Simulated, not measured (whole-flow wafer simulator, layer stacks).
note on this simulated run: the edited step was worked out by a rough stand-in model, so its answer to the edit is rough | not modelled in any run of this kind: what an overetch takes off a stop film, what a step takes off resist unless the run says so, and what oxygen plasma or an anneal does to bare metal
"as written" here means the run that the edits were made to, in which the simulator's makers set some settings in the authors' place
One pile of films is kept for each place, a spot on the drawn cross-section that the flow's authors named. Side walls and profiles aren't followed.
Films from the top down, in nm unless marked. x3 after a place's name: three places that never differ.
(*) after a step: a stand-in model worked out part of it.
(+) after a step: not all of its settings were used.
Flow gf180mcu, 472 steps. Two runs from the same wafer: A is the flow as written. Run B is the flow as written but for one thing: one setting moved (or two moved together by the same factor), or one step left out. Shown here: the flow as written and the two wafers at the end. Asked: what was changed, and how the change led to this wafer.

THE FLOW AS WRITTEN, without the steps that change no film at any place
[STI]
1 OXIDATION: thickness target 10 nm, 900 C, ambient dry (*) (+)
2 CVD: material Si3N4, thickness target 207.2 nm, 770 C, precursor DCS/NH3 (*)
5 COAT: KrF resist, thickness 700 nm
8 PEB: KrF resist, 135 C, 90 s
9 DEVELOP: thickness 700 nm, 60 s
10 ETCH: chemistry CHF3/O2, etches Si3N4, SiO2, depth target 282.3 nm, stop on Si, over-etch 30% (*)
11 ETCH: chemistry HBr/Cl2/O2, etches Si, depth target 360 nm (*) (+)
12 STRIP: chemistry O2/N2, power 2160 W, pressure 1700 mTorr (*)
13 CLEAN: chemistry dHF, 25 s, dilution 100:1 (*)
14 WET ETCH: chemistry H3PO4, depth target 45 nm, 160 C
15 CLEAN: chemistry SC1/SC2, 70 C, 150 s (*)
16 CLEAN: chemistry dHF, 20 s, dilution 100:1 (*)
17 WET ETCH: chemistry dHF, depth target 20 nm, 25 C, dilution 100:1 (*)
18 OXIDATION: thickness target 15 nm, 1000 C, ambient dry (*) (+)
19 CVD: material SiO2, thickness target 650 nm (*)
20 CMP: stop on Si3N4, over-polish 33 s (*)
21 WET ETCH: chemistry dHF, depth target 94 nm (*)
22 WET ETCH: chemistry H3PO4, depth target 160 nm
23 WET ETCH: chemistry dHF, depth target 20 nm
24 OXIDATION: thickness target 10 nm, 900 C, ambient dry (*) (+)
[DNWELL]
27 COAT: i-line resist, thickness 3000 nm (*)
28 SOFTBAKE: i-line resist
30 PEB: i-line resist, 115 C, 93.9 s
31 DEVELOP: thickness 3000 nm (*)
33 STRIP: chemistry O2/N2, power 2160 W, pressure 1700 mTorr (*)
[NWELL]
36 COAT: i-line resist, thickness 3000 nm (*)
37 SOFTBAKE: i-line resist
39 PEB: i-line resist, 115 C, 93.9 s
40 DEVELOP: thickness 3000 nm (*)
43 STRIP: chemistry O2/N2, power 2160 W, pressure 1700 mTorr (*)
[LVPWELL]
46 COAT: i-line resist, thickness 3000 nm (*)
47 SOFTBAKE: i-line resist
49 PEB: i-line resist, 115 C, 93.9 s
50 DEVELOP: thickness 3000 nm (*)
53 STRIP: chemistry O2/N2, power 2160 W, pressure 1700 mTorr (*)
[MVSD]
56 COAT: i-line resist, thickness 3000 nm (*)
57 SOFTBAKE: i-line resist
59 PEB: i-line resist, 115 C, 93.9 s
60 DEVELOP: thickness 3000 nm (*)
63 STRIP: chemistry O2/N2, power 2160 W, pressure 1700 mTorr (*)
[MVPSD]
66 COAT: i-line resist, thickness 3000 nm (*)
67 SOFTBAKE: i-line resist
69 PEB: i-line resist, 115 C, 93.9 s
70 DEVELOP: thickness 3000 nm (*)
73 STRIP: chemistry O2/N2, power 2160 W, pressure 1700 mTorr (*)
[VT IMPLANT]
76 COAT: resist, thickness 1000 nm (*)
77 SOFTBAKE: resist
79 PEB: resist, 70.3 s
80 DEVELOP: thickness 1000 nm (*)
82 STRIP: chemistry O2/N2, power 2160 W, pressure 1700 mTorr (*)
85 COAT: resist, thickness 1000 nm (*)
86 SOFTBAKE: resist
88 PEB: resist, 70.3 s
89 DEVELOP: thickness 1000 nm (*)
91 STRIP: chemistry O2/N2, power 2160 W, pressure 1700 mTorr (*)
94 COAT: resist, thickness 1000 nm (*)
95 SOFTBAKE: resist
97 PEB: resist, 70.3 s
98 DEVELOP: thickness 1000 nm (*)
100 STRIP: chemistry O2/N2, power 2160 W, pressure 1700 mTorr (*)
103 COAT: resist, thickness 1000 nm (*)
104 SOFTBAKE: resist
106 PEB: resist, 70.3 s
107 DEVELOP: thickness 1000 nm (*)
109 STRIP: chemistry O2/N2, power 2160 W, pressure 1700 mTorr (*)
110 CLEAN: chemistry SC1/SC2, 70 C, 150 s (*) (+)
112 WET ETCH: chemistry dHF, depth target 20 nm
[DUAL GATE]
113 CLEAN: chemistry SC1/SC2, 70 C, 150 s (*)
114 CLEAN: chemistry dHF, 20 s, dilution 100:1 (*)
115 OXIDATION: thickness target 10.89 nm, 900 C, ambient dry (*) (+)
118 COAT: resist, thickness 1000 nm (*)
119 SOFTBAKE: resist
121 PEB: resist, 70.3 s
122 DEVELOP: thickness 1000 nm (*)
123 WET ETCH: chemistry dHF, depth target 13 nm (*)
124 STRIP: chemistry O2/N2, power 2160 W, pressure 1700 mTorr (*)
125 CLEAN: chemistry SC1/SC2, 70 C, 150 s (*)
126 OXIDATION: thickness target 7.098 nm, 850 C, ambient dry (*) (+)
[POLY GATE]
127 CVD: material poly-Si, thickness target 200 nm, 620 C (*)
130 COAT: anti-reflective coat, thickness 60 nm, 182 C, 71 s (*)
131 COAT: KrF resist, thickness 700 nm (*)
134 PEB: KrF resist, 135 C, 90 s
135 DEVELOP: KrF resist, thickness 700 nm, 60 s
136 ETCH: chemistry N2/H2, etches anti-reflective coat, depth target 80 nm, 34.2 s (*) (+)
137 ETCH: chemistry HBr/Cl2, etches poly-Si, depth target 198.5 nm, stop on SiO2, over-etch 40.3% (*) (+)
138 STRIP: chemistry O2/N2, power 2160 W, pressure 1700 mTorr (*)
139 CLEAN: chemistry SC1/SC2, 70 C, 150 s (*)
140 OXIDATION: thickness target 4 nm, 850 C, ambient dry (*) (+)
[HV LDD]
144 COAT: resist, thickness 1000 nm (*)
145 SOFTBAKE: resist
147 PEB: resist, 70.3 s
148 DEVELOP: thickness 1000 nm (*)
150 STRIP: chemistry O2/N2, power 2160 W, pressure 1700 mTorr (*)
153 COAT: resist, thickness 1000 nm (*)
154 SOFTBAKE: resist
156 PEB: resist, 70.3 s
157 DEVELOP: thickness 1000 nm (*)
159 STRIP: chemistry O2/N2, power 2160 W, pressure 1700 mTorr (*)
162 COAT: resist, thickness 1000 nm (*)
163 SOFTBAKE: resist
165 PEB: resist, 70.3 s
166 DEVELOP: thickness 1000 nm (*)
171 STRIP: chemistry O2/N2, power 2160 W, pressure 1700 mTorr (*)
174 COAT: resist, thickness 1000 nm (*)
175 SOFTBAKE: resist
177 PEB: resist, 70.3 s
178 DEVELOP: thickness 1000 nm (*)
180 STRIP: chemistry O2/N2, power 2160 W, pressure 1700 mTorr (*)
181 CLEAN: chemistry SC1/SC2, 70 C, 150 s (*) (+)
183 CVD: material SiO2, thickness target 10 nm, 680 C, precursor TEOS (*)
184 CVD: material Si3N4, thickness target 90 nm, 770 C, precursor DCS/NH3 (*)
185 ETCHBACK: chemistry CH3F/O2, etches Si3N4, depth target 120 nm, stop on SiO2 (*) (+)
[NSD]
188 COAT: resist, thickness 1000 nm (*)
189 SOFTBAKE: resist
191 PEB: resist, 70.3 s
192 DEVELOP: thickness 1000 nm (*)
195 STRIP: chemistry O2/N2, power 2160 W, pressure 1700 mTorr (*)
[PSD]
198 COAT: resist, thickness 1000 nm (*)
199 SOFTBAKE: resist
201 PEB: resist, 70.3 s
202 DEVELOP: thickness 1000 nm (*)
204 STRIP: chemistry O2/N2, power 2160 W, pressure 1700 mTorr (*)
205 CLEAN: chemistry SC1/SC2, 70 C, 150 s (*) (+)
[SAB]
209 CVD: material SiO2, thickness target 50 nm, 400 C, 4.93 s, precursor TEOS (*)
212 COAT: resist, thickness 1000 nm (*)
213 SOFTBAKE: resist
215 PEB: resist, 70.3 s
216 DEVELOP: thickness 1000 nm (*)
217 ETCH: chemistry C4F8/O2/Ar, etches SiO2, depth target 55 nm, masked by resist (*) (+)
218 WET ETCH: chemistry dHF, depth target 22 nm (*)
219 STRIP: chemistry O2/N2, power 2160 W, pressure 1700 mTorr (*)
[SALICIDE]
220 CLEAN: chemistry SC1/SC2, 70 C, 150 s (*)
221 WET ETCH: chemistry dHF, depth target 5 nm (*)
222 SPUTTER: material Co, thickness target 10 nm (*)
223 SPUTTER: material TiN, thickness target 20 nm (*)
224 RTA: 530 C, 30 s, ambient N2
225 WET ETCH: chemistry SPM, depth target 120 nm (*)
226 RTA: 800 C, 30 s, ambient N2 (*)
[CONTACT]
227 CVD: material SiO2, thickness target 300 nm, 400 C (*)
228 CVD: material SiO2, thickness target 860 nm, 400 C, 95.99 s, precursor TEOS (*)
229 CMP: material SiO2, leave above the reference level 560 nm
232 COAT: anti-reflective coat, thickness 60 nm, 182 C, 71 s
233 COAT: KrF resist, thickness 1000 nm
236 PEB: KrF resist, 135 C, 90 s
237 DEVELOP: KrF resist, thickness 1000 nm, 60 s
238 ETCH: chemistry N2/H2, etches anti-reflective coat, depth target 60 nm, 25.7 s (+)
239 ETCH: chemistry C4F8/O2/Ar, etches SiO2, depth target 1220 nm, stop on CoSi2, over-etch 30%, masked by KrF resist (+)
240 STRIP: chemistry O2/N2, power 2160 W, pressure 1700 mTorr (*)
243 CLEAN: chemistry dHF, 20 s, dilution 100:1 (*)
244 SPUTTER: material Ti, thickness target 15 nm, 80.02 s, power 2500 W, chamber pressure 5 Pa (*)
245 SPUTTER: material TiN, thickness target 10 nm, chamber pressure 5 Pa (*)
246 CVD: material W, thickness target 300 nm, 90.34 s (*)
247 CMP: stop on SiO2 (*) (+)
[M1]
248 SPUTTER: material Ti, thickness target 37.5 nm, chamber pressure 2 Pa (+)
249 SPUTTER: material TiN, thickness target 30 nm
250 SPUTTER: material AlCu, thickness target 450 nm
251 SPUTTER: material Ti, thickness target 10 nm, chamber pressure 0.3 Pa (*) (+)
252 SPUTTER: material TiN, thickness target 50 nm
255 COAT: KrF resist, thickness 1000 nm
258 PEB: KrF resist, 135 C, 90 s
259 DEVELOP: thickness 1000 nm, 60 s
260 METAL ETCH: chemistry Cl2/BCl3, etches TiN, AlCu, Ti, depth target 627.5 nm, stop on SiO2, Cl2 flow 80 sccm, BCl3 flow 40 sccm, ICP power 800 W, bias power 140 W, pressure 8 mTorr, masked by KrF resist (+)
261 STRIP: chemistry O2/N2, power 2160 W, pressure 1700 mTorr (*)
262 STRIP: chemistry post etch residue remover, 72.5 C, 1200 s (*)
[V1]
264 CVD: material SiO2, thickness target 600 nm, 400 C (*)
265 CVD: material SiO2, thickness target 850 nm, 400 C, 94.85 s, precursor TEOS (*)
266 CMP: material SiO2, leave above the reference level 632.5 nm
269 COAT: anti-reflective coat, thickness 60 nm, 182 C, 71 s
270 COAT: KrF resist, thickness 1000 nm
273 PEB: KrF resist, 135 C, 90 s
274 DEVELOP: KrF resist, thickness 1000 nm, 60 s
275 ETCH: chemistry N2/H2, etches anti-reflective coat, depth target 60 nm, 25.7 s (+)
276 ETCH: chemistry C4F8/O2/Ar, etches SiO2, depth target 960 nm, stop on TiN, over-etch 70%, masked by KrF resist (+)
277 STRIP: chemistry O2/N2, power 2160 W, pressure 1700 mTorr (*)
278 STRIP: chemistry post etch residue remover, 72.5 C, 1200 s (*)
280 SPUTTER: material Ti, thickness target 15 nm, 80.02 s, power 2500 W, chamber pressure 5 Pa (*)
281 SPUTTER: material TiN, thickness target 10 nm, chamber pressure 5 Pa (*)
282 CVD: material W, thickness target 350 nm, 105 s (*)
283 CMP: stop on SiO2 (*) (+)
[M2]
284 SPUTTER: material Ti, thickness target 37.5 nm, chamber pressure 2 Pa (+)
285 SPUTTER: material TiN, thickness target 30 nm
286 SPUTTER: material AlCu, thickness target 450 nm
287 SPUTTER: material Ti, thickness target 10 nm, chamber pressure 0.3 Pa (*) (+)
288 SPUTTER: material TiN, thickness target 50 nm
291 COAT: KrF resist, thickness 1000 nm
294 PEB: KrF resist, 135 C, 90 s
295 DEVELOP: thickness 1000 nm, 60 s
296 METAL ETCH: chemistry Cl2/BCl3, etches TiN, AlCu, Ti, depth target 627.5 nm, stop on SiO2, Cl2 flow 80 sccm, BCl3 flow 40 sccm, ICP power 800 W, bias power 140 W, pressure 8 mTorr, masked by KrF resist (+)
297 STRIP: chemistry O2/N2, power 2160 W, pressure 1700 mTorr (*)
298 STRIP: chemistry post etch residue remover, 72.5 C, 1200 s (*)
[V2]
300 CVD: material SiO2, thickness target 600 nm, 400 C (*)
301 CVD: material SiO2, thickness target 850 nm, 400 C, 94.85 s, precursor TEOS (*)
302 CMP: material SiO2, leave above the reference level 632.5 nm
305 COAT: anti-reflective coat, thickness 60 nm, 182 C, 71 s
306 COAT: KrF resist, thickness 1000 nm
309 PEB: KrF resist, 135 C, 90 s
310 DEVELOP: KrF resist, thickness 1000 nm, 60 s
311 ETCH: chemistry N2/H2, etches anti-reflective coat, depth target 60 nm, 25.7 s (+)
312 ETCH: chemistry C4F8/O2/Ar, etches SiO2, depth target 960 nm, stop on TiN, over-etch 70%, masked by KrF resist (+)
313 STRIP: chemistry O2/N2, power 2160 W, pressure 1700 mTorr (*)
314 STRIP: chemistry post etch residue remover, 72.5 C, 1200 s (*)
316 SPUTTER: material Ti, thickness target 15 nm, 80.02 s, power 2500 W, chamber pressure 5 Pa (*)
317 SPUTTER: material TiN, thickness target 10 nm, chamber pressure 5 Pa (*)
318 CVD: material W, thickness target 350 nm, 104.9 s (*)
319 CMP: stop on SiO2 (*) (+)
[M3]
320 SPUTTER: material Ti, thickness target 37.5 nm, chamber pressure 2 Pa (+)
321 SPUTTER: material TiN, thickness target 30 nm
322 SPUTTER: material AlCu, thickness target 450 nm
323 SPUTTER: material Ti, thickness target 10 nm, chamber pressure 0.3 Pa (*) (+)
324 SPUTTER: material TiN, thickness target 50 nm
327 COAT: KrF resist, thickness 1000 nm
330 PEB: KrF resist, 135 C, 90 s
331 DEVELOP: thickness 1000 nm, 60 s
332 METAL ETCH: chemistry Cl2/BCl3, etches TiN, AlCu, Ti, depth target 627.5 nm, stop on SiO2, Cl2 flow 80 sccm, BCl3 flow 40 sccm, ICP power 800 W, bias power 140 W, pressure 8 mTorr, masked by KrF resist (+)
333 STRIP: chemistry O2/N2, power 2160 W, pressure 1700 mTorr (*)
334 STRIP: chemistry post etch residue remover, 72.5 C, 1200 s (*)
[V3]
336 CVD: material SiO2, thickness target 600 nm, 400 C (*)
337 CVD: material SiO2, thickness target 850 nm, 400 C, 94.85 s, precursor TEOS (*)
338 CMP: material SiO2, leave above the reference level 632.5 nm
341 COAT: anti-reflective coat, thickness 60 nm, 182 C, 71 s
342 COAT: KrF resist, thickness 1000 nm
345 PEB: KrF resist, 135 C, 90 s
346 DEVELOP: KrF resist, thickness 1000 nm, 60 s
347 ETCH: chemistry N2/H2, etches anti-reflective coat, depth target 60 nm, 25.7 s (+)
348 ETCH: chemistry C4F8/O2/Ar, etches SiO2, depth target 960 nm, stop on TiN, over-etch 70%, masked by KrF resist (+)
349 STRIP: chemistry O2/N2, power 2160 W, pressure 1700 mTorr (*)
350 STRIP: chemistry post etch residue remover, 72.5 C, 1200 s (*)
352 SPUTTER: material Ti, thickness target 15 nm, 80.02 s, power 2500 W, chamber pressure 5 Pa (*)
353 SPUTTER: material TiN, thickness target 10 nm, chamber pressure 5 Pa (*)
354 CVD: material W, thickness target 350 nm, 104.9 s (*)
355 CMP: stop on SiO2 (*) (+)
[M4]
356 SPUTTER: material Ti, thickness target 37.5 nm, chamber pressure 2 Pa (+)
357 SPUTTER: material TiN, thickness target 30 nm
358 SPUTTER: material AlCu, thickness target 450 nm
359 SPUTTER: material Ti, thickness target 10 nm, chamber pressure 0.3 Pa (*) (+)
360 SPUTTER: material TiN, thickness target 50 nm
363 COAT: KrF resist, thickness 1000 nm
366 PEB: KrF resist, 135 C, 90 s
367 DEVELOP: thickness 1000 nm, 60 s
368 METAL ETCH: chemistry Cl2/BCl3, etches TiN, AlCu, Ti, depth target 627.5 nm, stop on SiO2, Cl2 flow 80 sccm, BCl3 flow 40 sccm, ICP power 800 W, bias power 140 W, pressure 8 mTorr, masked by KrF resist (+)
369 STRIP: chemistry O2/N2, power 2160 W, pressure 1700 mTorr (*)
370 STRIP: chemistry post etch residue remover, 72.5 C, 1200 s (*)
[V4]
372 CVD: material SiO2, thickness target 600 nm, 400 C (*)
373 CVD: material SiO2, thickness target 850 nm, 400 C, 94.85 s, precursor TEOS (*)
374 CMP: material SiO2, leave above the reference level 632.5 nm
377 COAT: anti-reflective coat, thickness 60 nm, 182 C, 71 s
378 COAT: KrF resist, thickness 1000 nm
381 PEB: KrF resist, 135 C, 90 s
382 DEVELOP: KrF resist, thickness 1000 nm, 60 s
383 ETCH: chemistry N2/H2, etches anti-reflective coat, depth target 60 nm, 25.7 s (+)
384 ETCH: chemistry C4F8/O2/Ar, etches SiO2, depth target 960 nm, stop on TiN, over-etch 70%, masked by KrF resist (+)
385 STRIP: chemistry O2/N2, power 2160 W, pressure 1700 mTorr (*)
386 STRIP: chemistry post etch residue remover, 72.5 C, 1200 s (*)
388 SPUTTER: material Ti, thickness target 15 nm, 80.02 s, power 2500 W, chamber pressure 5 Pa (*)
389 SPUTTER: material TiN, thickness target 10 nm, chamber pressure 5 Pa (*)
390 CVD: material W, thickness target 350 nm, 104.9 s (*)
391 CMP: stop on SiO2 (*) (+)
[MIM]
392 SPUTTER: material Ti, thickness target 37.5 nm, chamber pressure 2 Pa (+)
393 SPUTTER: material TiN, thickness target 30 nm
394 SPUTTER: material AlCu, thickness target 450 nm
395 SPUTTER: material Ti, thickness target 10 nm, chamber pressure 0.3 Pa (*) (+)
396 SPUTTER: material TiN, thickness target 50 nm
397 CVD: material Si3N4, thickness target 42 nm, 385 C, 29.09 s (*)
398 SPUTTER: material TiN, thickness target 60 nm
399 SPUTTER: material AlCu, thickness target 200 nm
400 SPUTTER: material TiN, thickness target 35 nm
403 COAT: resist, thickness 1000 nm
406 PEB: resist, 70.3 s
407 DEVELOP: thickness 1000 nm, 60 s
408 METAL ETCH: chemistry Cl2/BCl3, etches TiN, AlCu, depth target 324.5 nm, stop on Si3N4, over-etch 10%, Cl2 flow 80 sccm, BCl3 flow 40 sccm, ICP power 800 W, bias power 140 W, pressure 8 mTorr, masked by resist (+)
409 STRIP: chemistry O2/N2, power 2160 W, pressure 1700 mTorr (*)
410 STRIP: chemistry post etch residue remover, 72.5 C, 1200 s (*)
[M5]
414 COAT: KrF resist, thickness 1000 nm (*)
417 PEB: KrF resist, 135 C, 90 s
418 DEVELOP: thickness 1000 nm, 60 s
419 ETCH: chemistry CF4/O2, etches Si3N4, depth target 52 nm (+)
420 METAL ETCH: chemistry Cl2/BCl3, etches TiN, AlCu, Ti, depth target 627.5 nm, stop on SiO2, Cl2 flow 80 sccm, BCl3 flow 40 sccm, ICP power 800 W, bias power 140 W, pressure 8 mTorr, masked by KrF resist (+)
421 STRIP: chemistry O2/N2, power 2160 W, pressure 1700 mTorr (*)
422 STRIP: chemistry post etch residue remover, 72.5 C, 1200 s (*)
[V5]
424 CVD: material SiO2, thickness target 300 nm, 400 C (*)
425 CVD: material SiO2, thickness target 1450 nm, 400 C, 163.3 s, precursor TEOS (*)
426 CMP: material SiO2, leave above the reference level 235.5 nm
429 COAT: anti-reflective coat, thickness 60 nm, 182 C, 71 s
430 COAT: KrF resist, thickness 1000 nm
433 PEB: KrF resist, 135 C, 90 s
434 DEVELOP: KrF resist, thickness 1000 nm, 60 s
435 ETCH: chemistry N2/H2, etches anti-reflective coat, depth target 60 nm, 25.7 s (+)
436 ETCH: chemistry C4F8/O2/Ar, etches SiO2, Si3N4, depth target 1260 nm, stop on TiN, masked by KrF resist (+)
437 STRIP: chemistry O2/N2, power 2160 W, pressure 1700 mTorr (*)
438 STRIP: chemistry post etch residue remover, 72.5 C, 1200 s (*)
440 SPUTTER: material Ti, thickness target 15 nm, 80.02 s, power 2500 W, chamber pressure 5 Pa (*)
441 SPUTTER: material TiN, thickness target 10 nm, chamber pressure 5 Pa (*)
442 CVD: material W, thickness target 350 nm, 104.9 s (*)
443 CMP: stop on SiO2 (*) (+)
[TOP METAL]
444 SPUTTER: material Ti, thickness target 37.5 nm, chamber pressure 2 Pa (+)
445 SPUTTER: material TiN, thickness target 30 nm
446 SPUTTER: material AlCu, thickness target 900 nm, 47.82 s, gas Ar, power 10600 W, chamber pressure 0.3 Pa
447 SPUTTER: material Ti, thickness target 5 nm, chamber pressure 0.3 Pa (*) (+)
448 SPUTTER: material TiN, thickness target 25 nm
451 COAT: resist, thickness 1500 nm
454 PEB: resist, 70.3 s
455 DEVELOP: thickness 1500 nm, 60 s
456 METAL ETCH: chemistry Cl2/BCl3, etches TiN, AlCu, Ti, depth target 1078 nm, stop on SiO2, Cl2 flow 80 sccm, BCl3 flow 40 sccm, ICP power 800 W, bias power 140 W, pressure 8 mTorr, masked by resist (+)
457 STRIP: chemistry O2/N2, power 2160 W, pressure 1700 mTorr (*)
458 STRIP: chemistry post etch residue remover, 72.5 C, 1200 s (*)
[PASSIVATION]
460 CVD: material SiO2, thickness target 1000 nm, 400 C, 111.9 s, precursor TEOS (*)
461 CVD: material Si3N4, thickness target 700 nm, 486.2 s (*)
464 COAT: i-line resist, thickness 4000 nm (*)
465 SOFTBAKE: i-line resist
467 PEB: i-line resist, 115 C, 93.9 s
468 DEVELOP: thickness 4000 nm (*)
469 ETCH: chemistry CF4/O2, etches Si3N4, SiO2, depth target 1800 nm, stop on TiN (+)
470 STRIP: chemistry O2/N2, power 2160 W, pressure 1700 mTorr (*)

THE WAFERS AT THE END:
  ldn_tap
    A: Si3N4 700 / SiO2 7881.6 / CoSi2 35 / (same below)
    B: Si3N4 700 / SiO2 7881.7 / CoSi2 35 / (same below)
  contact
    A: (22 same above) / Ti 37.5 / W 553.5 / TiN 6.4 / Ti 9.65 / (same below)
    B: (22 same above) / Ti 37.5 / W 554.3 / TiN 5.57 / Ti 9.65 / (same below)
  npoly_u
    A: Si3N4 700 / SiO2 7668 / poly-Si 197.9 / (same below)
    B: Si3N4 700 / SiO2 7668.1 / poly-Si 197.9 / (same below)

The cause: step 353, SPUTTER: thickness target 8.7 nm was run, where the flow has thickness target 10 nm.

How the change led to this, step by step:
  353 SPUTTER: material TiN, thickness target 10 nm, chamber pressure 5 Pa (*)
      field, field__w1, field__w2 and 107 more: A TiN +10 (new film) | B TiN +8.7 (new film)
      contact: A TiN +6.4 (new film) | B TiN +5.57 (new film)
  355 CMP: stop on SiO2 (*) (+)
      field, field__w1, field__w2 and 107 more: A W -350 (all of it), TiN -10 (all of it), Ti -15 (all of it), SiO2 -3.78 | B W -350 (all of it), TiN -8.7 (all of it), Ti -15 (all of it), SiO2 -3.77
